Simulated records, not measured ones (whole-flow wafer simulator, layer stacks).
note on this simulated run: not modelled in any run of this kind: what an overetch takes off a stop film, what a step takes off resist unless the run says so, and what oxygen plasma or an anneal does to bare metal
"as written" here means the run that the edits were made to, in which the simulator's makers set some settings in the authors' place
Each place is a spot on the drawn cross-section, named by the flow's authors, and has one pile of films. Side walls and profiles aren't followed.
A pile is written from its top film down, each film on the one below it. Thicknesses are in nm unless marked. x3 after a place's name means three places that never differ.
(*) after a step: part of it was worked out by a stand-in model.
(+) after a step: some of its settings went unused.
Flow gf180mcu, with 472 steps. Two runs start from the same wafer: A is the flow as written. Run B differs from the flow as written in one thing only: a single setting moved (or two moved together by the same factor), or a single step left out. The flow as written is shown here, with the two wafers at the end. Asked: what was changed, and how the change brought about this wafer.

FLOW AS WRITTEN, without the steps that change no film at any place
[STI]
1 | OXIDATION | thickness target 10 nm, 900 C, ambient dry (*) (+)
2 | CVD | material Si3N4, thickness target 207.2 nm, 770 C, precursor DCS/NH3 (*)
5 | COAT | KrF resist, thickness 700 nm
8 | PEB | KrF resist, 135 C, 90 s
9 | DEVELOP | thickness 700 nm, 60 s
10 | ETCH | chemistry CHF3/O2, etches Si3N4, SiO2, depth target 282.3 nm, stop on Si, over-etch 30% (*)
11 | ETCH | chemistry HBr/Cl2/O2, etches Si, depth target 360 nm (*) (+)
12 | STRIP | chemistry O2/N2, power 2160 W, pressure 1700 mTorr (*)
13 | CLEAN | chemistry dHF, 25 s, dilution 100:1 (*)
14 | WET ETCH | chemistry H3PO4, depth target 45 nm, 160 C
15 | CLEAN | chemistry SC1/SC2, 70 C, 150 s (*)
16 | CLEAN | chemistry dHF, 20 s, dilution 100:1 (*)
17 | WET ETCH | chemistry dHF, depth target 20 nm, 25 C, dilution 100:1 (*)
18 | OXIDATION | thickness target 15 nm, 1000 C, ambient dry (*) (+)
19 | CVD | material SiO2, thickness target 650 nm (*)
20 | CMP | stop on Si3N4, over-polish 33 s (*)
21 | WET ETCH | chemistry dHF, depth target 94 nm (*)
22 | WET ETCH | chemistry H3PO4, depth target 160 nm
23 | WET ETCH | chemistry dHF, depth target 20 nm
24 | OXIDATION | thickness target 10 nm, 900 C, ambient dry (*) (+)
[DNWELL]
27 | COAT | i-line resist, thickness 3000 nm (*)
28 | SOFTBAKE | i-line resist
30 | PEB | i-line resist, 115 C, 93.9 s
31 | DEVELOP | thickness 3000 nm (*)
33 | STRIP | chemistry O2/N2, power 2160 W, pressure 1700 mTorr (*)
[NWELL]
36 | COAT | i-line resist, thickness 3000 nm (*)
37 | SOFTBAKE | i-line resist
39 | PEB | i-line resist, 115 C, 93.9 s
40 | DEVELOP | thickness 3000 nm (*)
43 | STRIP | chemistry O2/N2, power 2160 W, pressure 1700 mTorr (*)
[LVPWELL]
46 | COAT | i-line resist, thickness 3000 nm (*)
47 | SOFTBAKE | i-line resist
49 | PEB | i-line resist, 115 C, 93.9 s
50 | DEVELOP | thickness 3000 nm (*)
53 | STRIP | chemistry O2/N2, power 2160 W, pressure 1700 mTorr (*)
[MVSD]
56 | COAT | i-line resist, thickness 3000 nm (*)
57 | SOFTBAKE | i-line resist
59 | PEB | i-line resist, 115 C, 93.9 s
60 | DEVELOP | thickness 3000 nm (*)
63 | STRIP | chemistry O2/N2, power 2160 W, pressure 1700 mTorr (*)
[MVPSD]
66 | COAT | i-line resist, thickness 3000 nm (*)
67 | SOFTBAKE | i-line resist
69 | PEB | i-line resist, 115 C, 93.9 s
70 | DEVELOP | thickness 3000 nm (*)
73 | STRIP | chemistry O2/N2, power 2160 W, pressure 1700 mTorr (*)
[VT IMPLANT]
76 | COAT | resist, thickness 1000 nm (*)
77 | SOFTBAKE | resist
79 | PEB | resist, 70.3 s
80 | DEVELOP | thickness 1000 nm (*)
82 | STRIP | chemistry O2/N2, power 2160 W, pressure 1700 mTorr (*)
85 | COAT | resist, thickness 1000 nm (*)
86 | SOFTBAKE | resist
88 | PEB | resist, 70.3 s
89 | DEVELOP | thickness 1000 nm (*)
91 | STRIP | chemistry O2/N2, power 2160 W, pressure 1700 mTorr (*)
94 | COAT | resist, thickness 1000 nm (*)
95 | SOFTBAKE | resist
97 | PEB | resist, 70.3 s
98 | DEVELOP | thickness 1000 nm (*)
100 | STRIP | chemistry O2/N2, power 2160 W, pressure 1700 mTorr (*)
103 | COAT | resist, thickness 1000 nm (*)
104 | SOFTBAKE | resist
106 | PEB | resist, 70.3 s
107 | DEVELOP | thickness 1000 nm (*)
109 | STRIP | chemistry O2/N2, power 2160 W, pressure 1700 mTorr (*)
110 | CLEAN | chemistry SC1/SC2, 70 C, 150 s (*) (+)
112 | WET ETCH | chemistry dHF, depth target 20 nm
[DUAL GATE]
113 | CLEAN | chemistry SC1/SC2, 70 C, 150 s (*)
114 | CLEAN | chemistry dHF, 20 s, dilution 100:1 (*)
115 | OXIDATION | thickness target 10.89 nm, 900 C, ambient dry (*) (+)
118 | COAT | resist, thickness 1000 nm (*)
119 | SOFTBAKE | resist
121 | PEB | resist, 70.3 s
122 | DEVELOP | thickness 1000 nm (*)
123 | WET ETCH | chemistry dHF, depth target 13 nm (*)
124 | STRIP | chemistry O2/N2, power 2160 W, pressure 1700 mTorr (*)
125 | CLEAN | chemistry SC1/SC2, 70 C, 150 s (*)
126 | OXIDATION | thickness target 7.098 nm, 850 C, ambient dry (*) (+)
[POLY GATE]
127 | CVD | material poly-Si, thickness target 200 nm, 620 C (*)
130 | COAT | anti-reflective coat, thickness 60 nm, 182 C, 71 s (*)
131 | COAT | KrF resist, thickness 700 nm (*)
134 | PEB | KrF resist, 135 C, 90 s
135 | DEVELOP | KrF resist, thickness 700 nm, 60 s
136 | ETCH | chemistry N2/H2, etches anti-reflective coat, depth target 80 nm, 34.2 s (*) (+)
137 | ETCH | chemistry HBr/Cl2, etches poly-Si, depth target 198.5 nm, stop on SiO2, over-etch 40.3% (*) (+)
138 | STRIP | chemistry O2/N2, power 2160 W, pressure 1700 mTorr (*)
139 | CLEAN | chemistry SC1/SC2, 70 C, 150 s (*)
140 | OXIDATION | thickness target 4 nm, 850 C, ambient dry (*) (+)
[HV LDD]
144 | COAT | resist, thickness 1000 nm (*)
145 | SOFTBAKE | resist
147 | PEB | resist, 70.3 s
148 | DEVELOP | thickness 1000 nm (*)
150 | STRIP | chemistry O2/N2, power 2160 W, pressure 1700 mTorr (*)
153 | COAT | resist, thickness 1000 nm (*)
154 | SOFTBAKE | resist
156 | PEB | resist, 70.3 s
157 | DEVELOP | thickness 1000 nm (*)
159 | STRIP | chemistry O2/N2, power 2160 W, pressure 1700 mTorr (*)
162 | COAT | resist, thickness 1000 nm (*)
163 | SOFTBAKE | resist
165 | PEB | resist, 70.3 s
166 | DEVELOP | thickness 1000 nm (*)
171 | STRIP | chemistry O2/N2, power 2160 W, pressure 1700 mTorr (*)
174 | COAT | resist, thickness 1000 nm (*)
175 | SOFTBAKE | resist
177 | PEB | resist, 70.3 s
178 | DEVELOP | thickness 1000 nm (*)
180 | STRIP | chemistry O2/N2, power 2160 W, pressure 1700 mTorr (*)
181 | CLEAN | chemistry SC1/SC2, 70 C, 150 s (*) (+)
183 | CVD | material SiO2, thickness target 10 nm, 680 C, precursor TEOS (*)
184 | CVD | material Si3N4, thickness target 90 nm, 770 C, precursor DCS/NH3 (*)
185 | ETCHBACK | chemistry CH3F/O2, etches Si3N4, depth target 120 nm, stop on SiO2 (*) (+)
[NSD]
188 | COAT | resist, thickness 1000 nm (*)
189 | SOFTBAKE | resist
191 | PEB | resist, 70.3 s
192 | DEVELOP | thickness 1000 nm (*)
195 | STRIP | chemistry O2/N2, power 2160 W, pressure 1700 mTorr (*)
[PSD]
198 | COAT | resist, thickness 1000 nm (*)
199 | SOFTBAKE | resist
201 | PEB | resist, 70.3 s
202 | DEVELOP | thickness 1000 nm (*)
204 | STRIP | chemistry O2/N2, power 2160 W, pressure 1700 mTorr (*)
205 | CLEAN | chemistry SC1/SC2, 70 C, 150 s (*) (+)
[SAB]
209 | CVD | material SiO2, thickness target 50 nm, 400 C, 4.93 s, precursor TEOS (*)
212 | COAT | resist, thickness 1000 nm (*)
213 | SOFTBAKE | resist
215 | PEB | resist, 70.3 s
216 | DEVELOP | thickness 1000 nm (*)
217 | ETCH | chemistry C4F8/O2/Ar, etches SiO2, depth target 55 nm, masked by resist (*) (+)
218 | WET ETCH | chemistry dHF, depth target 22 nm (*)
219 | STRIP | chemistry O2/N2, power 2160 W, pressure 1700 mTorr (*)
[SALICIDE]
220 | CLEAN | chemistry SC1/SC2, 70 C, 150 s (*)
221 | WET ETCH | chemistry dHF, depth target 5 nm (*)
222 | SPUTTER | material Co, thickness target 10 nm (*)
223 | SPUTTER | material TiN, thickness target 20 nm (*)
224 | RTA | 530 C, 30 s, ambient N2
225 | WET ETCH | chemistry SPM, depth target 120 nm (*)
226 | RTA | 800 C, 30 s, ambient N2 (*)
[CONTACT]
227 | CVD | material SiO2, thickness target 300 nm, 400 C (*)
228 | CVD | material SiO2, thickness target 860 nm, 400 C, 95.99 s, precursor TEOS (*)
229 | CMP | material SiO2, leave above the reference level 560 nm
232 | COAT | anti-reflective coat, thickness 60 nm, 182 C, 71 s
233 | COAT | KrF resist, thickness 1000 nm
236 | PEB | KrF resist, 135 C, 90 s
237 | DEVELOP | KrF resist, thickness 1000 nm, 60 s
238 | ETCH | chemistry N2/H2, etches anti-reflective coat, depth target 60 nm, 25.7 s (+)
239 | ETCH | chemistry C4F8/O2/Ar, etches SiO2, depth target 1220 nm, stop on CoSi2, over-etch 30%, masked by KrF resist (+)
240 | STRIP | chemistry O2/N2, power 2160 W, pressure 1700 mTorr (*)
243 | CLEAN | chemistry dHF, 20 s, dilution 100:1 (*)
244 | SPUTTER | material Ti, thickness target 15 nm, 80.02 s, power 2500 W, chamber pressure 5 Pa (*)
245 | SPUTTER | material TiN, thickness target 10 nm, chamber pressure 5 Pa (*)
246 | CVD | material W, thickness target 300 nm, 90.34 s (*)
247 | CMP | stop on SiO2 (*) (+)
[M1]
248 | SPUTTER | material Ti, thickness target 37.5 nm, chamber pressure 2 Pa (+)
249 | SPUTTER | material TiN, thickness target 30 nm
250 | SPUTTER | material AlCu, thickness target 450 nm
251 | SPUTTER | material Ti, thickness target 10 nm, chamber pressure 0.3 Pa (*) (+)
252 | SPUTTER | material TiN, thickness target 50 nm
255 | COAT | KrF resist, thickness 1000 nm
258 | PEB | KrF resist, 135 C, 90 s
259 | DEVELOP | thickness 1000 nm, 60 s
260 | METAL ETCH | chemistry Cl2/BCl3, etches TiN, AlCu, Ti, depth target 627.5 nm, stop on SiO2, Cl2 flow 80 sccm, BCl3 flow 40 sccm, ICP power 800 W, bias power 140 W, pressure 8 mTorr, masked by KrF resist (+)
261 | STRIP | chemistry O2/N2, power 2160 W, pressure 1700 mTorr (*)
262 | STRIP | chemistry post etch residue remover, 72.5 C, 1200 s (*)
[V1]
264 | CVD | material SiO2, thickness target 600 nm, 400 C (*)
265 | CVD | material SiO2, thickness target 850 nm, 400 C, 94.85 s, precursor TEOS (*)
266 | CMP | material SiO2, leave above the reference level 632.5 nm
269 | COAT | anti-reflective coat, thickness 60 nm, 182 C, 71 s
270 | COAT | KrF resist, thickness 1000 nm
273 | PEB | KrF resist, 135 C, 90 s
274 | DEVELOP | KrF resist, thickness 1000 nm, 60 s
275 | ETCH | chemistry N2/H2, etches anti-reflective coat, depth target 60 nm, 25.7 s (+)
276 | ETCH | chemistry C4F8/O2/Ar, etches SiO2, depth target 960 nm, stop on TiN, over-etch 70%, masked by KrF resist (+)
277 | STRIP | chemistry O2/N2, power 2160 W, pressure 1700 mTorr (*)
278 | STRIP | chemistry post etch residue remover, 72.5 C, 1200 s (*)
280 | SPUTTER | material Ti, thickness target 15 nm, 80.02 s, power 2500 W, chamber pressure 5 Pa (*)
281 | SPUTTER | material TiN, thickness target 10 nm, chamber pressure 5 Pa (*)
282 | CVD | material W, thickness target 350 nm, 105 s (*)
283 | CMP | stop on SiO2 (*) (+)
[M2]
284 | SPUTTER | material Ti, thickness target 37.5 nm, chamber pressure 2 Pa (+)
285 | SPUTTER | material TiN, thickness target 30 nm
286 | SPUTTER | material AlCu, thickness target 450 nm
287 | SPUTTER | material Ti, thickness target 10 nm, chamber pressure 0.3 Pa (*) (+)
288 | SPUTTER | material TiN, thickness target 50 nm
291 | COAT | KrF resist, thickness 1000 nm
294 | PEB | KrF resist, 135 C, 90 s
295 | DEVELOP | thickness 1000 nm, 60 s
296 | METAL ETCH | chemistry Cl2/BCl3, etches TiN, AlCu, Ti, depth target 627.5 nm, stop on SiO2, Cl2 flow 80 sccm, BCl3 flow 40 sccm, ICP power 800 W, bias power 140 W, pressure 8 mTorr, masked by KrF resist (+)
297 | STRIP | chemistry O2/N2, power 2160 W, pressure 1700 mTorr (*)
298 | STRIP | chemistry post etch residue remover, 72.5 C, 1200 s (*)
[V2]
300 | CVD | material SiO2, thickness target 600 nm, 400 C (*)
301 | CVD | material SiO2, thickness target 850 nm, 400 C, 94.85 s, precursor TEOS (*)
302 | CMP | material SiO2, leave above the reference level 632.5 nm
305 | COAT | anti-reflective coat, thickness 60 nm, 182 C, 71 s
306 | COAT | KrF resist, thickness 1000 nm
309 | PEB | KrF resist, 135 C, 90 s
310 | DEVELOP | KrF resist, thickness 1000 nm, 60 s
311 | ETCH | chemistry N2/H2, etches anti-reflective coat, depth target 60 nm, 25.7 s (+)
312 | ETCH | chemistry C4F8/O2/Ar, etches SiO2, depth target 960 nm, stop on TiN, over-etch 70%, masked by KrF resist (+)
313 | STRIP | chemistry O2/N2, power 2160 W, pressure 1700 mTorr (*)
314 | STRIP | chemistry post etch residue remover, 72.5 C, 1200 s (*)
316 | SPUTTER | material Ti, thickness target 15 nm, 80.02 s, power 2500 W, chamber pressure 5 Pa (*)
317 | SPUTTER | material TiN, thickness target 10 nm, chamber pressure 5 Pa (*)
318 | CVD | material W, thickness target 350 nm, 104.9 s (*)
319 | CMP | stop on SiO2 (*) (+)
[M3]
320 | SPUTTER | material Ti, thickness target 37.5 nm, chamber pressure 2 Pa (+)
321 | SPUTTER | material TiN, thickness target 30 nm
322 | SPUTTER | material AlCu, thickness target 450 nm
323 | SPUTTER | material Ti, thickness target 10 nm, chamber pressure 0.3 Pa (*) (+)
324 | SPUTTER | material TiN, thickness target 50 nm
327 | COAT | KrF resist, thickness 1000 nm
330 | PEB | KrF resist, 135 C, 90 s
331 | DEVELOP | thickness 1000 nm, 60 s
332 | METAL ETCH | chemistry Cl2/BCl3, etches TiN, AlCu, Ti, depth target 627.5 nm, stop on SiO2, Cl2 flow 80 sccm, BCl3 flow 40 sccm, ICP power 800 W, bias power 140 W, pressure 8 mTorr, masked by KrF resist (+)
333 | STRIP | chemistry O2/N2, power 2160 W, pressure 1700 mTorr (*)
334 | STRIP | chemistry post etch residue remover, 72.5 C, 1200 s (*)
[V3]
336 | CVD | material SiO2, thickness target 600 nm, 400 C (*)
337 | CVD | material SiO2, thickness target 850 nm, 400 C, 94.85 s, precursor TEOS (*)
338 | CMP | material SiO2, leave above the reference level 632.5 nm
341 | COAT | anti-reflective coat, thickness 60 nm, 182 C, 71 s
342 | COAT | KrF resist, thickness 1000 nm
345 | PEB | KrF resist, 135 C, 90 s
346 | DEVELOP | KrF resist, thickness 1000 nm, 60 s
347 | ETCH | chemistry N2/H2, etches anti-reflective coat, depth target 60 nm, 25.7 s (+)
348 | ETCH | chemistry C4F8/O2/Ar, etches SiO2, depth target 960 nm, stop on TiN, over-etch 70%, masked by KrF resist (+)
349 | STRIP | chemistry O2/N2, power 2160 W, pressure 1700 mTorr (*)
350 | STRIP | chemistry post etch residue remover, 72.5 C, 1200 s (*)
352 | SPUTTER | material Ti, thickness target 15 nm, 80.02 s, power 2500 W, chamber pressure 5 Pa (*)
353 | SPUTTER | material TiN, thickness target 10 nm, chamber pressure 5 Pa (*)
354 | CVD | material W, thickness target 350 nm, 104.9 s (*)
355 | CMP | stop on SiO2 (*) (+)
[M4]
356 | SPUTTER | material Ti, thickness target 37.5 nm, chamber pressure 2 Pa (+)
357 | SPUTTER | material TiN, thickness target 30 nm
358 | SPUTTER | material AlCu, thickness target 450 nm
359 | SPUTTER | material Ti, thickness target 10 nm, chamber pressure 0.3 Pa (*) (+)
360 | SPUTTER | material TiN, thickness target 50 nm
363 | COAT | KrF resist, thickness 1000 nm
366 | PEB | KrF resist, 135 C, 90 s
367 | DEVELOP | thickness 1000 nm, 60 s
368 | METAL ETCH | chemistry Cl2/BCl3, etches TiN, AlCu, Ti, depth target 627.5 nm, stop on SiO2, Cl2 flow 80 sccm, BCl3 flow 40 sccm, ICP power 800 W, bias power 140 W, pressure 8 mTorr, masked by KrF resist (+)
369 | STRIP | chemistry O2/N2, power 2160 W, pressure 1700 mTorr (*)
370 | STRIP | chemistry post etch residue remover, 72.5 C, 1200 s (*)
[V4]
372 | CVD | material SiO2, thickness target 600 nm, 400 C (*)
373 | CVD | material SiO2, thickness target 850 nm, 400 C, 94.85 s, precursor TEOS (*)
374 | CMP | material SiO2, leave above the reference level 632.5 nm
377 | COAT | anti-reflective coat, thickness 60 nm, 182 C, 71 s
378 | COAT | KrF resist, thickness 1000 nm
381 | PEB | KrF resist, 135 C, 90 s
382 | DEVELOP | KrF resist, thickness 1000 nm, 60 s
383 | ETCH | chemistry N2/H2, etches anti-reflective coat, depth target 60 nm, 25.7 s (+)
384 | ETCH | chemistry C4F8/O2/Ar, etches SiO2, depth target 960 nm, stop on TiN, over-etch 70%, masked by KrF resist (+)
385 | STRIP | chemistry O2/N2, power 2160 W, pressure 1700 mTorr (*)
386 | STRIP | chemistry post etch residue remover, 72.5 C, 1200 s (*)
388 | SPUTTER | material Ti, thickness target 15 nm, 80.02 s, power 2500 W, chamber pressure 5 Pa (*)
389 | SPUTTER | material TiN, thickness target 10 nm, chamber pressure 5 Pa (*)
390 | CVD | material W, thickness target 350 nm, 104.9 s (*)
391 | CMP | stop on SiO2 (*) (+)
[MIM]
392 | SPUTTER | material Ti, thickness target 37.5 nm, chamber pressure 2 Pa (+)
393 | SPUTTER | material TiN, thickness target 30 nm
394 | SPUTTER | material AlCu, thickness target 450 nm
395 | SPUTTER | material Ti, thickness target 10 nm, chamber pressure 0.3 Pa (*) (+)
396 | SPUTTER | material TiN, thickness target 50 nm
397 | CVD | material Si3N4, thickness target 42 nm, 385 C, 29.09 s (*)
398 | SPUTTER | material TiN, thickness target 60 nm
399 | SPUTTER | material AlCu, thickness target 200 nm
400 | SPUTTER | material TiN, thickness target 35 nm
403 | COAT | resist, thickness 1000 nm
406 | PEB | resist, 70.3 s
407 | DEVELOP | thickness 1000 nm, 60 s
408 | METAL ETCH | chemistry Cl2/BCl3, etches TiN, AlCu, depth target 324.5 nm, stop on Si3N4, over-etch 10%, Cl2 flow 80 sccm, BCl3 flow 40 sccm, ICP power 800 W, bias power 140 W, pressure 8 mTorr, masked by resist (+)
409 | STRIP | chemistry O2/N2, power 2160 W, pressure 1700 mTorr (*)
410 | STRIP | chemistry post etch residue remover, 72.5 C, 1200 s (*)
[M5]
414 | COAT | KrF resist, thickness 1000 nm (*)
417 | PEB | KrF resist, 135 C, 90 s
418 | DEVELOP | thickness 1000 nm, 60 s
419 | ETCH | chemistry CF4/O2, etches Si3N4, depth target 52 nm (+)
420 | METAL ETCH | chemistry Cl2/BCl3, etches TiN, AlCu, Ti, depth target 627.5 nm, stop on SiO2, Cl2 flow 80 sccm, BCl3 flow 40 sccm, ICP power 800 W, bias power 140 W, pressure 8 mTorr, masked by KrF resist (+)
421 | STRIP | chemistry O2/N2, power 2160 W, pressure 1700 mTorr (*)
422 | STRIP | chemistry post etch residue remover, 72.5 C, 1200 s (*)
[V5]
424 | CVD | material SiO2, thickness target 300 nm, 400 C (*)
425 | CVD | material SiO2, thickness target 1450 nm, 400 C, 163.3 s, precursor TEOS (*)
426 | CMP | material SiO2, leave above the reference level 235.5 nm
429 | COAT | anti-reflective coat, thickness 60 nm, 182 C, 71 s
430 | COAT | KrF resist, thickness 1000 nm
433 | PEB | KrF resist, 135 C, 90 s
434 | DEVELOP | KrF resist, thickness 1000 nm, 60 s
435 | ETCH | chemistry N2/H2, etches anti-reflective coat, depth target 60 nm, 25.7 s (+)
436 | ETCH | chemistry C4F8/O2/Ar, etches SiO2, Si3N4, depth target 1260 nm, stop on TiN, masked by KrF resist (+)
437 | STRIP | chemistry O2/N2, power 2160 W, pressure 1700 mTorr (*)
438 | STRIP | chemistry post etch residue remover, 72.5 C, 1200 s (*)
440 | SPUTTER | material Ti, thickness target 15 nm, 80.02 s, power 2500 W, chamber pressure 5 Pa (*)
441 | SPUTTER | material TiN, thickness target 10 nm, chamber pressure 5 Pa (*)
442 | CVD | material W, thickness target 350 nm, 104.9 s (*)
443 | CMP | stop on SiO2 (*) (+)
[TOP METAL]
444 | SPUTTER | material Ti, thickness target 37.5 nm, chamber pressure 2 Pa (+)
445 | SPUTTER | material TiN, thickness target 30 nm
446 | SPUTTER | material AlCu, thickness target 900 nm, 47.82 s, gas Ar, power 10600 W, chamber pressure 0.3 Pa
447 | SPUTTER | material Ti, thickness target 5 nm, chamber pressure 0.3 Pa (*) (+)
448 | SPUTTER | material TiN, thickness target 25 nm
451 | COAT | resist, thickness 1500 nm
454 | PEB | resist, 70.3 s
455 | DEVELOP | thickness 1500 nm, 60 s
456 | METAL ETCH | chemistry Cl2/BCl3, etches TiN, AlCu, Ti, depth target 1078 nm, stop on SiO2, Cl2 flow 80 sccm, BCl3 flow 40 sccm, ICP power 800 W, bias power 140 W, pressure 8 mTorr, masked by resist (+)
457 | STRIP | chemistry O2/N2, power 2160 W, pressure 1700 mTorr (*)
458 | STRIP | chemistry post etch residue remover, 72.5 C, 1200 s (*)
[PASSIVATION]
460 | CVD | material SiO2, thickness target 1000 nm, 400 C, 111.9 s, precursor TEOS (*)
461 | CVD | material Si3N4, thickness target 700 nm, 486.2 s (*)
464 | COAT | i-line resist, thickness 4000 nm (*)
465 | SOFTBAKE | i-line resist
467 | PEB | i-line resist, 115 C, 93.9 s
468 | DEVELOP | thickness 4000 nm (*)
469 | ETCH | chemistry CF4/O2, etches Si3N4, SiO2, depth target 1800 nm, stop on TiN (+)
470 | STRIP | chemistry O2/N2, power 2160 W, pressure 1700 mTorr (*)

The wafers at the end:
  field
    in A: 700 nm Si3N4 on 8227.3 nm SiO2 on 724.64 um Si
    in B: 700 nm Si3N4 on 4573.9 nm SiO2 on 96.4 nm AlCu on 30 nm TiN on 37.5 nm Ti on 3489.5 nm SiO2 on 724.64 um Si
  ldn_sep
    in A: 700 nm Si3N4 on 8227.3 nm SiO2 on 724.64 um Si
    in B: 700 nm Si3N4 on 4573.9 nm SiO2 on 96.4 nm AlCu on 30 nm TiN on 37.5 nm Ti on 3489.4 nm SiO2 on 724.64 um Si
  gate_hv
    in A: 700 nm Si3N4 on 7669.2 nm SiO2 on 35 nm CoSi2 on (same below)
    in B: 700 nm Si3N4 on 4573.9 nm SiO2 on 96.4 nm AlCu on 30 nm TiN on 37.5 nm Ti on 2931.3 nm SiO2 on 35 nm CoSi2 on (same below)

What caused this: step 332, METAL ETCH: depth target 407.9 nm was run, while the flow as written has depth target 627.5 nm.

Step by step, how the change led to this:
  332 | METAL ETCH | chemistry Cl2/BCl3, etches TiN, AlCu, Ti, depth target 627.5 nm, stop on SiO2, Cl2 flow 80 sccm, BCl3 flow 40 sccm, ICP power 800 W, bias power 140 W, pressure 8 mTorr, masked by KrF resist (+)
      field, field__w1, field__w2 and 103 more: A TiN loses 50 (all of it), Ti loses 10 (all of it), AlCu loses 450 (all of it), TiN loses 30 (all of it), Ti loses 37.5 (all of it) | B TiN loses 50 (all of it), Ti loses 10 (all of it), AlCu loses 347.9
      field__w8, contact, m1, m1__w1, m1_nw: A KrF resist loses 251 | B KrF resist loses 163.2
  333 | STRIP | chemistry O2/N2, power 2160 W, pressure 1700 mTorr (*)
      field__w8, contact, m1, m1__w1, m1_nw: A KrF resist loses 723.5 (all of it) | B KrF resist loses 811.4 (all of it)
  334 | STRIP | chemistry post etch residue remover, 72.5 C, 1200 s (*)
      field, field__w1, field__w2 and 103 more: A nothing | B AlCu loses 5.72
  336 | CVD | material SiO2, thickness target 600 nm, 400 C (*)
      field, field__w1, field__w2 and 103 more: A SiO2 gains 600 | B SiO2 gains 600 (new film)
  338 | CMP | material SiO2, leave above the reference level 632.5 nm
      field, field__w1, field__w2 and 103 more: A SiO2 loses 300 | B SiO2 loses 463.9
With metal films that touch counted as one body, field has 1 body; the flow as written gives 0 bodies.
With metal films that touch counted as one body, ldn_sep has 1 body; the flow as written gives 0 bodies.
With metal films that touch counted as one body, gate_hv has 2 bodies (between them, from the top down: SiO2 2931.3); the flow as written gives 1 body.
